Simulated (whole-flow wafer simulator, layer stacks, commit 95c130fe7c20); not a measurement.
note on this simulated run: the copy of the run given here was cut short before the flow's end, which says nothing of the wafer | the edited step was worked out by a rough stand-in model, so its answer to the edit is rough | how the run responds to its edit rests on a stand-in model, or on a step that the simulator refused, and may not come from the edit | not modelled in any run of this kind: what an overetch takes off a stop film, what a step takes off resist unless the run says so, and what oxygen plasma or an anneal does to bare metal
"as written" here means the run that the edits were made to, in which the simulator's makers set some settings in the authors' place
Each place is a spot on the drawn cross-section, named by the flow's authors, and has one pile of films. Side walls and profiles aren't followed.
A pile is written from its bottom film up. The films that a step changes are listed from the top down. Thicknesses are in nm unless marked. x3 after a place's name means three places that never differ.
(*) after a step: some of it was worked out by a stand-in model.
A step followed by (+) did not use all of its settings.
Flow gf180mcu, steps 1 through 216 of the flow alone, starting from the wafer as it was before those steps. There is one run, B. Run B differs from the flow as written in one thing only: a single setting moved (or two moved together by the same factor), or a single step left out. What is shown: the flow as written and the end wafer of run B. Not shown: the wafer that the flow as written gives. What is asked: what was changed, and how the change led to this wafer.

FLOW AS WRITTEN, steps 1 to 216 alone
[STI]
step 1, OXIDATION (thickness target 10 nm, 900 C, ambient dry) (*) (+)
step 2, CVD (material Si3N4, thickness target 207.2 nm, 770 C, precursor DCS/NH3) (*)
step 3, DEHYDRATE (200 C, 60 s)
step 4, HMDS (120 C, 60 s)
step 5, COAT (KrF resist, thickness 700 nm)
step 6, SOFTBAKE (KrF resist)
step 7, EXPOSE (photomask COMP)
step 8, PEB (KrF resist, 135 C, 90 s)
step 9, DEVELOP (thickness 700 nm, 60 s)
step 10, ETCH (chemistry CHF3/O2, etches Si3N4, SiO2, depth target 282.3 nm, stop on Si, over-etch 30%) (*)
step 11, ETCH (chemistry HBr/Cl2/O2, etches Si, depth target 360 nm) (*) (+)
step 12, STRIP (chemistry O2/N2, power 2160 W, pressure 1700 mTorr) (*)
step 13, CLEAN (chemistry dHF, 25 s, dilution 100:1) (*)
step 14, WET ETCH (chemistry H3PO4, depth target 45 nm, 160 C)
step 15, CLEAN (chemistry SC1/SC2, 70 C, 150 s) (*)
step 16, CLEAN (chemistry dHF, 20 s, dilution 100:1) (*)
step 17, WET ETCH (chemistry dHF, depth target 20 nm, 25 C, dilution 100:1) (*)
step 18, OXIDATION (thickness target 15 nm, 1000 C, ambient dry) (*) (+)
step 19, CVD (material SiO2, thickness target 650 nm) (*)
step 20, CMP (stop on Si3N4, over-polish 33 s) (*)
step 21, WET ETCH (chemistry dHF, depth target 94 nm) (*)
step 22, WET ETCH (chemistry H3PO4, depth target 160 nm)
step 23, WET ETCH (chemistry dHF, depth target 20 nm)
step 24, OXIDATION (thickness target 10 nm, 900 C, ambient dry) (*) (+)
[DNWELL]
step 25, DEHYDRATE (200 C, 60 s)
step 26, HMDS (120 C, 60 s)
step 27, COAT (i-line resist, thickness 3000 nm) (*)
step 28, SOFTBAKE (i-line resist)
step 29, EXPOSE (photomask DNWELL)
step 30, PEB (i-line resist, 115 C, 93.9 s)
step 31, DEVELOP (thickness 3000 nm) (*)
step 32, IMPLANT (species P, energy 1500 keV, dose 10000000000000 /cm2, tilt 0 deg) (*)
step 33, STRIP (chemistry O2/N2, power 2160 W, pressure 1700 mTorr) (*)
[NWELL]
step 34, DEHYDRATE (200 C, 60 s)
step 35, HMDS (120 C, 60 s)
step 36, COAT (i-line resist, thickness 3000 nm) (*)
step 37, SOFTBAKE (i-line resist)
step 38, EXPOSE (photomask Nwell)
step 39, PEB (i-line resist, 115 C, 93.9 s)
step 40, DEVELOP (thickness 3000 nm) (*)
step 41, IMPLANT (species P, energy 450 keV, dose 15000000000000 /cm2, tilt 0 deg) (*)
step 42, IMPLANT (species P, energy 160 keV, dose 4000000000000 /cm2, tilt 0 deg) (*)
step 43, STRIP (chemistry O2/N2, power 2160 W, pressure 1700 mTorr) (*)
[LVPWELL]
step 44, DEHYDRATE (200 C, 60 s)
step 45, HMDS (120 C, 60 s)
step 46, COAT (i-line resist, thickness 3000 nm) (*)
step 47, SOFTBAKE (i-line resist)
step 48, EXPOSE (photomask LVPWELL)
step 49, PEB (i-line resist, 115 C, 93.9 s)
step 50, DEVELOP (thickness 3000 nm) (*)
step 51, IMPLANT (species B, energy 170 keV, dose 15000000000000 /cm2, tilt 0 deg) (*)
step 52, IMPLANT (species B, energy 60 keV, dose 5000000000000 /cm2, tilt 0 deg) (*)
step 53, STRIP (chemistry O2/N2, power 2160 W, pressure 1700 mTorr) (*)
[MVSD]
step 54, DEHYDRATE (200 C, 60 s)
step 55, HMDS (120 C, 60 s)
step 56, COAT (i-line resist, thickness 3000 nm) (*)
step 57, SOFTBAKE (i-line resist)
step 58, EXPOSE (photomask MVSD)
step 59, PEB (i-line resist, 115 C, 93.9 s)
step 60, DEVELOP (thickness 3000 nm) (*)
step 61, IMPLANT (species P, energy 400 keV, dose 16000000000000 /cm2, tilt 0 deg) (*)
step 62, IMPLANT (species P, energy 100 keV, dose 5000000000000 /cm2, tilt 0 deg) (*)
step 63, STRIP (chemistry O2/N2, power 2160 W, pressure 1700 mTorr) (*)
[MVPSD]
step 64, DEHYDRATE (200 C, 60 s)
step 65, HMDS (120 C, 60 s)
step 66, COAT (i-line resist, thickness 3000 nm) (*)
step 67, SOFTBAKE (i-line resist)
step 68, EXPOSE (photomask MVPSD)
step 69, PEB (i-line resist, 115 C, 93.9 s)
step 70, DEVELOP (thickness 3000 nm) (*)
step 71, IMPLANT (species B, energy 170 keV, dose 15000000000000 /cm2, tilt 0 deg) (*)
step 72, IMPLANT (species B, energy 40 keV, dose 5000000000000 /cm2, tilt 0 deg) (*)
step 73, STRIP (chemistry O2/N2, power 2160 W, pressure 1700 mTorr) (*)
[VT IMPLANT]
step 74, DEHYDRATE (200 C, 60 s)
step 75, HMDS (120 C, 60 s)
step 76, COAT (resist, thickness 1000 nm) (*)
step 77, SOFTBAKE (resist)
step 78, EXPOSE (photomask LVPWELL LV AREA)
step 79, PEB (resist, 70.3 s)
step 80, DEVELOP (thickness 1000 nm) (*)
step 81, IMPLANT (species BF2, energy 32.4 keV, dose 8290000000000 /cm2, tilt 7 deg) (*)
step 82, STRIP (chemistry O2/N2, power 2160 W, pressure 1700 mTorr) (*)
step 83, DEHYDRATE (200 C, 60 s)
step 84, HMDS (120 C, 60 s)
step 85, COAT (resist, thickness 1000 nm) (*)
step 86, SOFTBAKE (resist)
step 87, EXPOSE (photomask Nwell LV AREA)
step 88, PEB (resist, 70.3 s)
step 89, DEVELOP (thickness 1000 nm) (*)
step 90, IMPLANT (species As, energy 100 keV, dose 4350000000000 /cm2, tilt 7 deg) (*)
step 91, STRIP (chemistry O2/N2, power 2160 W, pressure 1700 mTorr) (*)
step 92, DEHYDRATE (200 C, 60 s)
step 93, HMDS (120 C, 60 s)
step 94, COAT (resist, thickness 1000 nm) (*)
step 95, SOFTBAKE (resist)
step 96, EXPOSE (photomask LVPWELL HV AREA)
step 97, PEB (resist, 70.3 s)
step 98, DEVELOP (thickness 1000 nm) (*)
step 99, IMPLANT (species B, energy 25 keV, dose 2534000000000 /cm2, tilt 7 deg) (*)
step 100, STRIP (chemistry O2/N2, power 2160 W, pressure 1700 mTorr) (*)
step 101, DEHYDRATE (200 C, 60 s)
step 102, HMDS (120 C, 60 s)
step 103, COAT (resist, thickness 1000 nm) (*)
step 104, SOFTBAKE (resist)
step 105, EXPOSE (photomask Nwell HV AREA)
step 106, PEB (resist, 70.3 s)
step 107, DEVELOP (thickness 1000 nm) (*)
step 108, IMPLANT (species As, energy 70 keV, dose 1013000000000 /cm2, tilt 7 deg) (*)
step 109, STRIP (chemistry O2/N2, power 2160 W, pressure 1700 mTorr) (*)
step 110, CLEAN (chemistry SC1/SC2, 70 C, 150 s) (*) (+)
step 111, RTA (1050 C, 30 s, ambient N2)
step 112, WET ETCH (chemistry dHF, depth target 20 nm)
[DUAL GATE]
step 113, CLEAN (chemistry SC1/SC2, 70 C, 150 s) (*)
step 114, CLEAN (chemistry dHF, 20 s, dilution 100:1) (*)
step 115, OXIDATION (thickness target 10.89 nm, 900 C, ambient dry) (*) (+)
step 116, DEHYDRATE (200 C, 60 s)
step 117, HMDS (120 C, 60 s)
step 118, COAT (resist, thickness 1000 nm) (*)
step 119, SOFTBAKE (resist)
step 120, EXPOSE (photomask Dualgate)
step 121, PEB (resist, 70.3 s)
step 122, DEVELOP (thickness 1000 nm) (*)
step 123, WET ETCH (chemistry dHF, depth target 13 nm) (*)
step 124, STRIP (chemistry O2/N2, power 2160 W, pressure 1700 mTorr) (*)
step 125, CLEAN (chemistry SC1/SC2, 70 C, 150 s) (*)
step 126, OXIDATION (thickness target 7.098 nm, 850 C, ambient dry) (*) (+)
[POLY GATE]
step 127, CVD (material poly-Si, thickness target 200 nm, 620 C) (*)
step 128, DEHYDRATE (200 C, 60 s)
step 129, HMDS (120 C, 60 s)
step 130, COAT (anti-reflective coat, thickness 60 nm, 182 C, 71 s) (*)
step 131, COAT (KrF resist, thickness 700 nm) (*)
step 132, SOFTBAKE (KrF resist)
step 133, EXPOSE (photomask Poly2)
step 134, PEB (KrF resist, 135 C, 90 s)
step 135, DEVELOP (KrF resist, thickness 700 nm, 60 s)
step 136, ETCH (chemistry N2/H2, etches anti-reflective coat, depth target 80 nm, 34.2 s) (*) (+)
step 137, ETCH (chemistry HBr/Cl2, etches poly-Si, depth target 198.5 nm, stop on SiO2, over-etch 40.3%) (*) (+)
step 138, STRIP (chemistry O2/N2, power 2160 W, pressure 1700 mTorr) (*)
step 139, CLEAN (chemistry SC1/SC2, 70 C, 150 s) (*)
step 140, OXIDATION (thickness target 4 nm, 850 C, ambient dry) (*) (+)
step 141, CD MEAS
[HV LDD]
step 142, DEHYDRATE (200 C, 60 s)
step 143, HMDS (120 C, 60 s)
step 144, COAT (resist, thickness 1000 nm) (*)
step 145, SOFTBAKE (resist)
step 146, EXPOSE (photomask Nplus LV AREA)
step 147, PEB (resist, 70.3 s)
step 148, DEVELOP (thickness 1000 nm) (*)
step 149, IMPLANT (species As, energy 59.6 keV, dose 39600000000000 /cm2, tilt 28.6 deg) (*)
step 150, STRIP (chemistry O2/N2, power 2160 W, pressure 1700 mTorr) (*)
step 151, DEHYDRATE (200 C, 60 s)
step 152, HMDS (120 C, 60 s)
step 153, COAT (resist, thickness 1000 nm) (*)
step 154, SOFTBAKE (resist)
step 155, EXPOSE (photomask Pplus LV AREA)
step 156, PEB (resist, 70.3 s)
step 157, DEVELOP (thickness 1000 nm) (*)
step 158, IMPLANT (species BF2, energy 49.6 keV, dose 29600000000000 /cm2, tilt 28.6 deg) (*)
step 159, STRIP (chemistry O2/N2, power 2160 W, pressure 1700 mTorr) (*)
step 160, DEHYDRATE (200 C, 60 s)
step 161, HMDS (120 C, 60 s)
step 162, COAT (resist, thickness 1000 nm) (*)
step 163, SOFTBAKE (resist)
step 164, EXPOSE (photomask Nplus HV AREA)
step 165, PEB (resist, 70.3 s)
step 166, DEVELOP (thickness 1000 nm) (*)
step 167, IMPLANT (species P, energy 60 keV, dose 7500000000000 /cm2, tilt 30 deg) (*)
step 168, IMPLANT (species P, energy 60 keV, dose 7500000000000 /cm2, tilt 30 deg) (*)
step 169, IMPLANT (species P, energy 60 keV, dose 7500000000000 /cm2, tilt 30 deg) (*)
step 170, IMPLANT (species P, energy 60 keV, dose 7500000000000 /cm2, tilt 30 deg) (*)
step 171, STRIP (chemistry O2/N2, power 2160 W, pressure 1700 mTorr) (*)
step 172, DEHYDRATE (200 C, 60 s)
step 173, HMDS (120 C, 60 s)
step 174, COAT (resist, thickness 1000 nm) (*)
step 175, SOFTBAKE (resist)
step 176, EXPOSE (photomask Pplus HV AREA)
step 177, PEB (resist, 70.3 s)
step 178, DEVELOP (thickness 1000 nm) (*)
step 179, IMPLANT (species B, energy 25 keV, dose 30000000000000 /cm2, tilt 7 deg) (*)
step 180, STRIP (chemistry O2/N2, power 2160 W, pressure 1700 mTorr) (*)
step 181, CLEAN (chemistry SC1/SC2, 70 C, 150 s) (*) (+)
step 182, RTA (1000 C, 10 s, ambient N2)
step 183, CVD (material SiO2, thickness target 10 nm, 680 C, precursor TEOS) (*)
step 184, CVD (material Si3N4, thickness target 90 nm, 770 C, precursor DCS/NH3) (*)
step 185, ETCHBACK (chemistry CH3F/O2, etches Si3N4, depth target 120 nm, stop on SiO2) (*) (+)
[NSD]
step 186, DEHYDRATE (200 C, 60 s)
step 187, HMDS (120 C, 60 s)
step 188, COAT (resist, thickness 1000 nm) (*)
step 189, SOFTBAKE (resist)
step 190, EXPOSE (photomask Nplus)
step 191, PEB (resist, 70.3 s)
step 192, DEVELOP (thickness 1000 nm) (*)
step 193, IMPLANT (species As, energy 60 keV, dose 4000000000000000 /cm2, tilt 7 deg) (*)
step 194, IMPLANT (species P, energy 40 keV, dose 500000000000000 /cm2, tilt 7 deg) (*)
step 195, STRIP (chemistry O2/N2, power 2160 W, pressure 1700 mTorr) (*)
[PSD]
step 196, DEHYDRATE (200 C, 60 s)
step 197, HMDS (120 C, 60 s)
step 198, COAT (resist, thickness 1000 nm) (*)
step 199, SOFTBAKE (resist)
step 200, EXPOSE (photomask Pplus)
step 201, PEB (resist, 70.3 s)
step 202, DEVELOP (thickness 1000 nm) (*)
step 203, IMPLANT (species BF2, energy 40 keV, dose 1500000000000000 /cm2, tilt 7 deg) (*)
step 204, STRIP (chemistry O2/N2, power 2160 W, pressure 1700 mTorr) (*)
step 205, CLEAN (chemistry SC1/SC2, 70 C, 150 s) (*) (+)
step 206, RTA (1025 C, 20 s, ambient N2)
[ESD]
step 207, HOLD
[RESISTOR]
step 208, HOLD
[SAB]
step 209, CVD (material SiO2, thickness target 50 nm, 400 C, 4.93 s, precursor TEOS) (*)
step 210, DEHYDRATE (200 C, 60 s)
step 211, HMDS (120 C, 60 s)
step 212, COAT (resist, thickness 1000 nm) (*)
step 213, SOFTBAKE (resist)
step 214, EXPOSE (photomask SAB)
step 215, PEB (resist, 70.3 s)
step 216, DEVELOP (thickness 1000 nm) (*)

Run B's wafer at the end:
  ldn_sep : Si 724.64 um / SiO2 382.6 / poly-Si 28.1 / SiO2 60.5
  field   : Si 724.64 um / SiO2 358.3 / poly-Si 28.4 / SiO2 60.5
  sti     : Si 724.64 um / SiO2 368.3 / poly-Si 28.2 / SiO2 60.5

Cause: step 127, CVD: thickness target 310 nm was run, though the flow has thickness target 200 nm.

How this came from the change, step by step:
  step 127, CVD (material poly-Si, thickness target 200 nm, 620 C) (*)
      field, field__w1, field__w2 and 87 more: poly-Si gains 310 (new film) (as written it would have been: poly-Si gains 200 (new film))
      ldn_drn, ldp_drn: poly-Si gains 310.3 (new film) (as written it would have been: poly-Si gains 200 (new film))
  step 137, ETCH (chemistry HBr/Cl2, etches poly-Si, depth target 198.5 nm, stop on SiO2, over-etch 40.3%) (*) (+)
      field__w3, field__w12, field_sub and 14 more: poly-Si loses 278.5 (as written it would have been: poly-Si loses 199 (all of it), SiO2 loses 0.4)
      field__w6, sti, m1 and 11 more: poly-Si loses 278.5 (as written it would have been: poly-Si loses 198.8 (all of it), SiO2 loses 0.4)
      (also at 33 further places)
  step 138, STRIP (chemistry O2/N2, power 2160 W, pressure 1700 mTorr) (*)
      field, field__w1, field__w2 and 61 more: chemical SiO2 gains 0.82 (new film), poly-Si loses 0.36 (as written it would have been: nothing)
  step 139, CLEAN (chemistry SC1/SC2, 70 C, 150 s) (*)
      field, field__w1, field__w2 and 34 more: chemical SiO2 loses 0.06, poly-Si loses 0.27 (as written it would have been: SiO2 loses 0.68)
  step 140, OXIDATION (thickness target 4 nm, 850 C, ambient dry) (*) (+)
      field, field__w1, field__w2 and 21 more: SiO2 gains 4 (new film), chemical SiO2 loses 0.76 (all of it), poly-Si loses 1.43 (as written it would have been: SiO2 gains 0.15, Si loses 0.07)
      active_hv, active_nat, ld_sd_n and 11 more: SiO2 gains 4 (new film), chemical SiO2 loses 0.76 (all of it), poly-Si loses 1.43 (as written it would have been: SiO2 gains 0.96, Si loses 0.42)
      (also at 26 further places)
  step 144, COAT (resist, thickness 1000 nm) (*)
      polyc_n, polyc_p: resist gains 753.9 (new film) (as written it would have been: resist gains 817.8 (new film))
      field_sub__w4: resist gains 1070.5 (new film) (as written it would have been: resist gains 1047.7 (new film))
      (also at 30 further places)
  step 145, SOFTBAKE (resist)
      active_hv: resist loses 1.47 (as written it would have been: resist gains 0.44)
      nw_enc_fld_lv__w3: resist loses 1.65 (as written it would have been: resist gains 2.63)
      (also at 73 further places)
  step 147, PEB (resist, 70.3 s)
      polyc_n, polyc_n_rim, polyc_p, polyc_p_rim: resist loses 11 (as written it would have been: resist loses 12.2)
      ldn_ch, ldn_acc, ldp_ch, ldp_acc: resist loses 11.9 (as written it would have been: resist loses 13)
      (also at 27 further places)
  step 148, DEVELOP (thickness 1000 nm) (*)
      gate: resist loses 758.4 (all of it) (as written it would have been: resist loses 822.7 (all of it))
      npoly_u: resist loses 759.2 (all of it) (as written it would have been: resist loses 821.5 (all of it))
      (also at 3 further places)
  step 150, STRIP (chemistry O2/N2, power 2160 W, pressure 1700 mTorr) (*)
      field_sub__w4: resist loses 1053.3 (all of it) (as written it would have been: resist loses 1030.9 (all of it))
      gate_hv: resist loses 763.6 (all of it) (as written it would have been: resist loses 824.2 (all of it))
      (also at 25 further places)
  step 153, COAT (resist, thickness 1000 nm) (*)
      polyc_n, polyc_p: resist gains 753.9 (new film) (as written it would have been: resist gains 817.8 (new film))
      field_sub__w4: resist gains 1070.5 (new film) (as written it would have been: resist gains 1047.7 (new film))
      (also at 30 further places)
  step 154, SOFTBAKE (resist)
      active_hv: resist loses 1.47 (as written it would have been: resist gains 0.44)
      nw_enc_fld_lv__w3: resist loses 1.65 (as written it would have been: resist gains 2.63)
      (also at 73 further places)
  step 156, PEB (resist, 70.3 s)
      polyc_n, polyc_n_rim, polyc_p, polyc_p_rim: resist loses 11 (as written it would have been: resist loses 12.2)
      ldn_ch, ldn_acc, ldp_ch, ldp_acc: resist loses 11.9 (as written it would have been: resist loses 13)
      (also at 27 further places)
  step 157, DEVELOP (thickness 1000 nm) (*)
      gate_p: resist loses 765.8 (all of it) (as written it would have been: resist loses 828.7 (all of it))
      ppoly_u: resist loses 767 (all of it) (as written it would have been: resist loses 827 (all of it))
      (also at 3 further places)
  step 159, STRIP (chemistry O2/N2, power 2160 W, pressure 1700 mTorr) (*)
      field_sub__w4: resist loses 1053.3 (all of it) (as written it would have been: resist loses 1030.9 (all of it))
      gate: resist loses 758.4 (all of it) (as written it would have been: resist loses 822.7 (all of it))
      (also at 25 further places)
  step 162, COAT (resist, thickness 1000 nm) (*)
      polyc_n, polyc_p: resist gains 753.9 (new film) (as written it would have been: resist gains 817.8 (new film))
      field_sub__w4: resist gains 1070.5 (new film) (as written it would have been: resist gains 1047.7 (new film))
      (also at 30 further places)
  ... 23 other steps ...
  step 216, DEVELOP (thickness 1000 nm) (*)
      field__w3, field__w12: resist loses 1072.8 (all of it) (as written it would have been: resist loses 1049.4 (all of it))
      field__w2: resist loses 1059 (all of it) (as written it would have been: resist loses 1035.2 (all of it))
      (also at 43 further places)
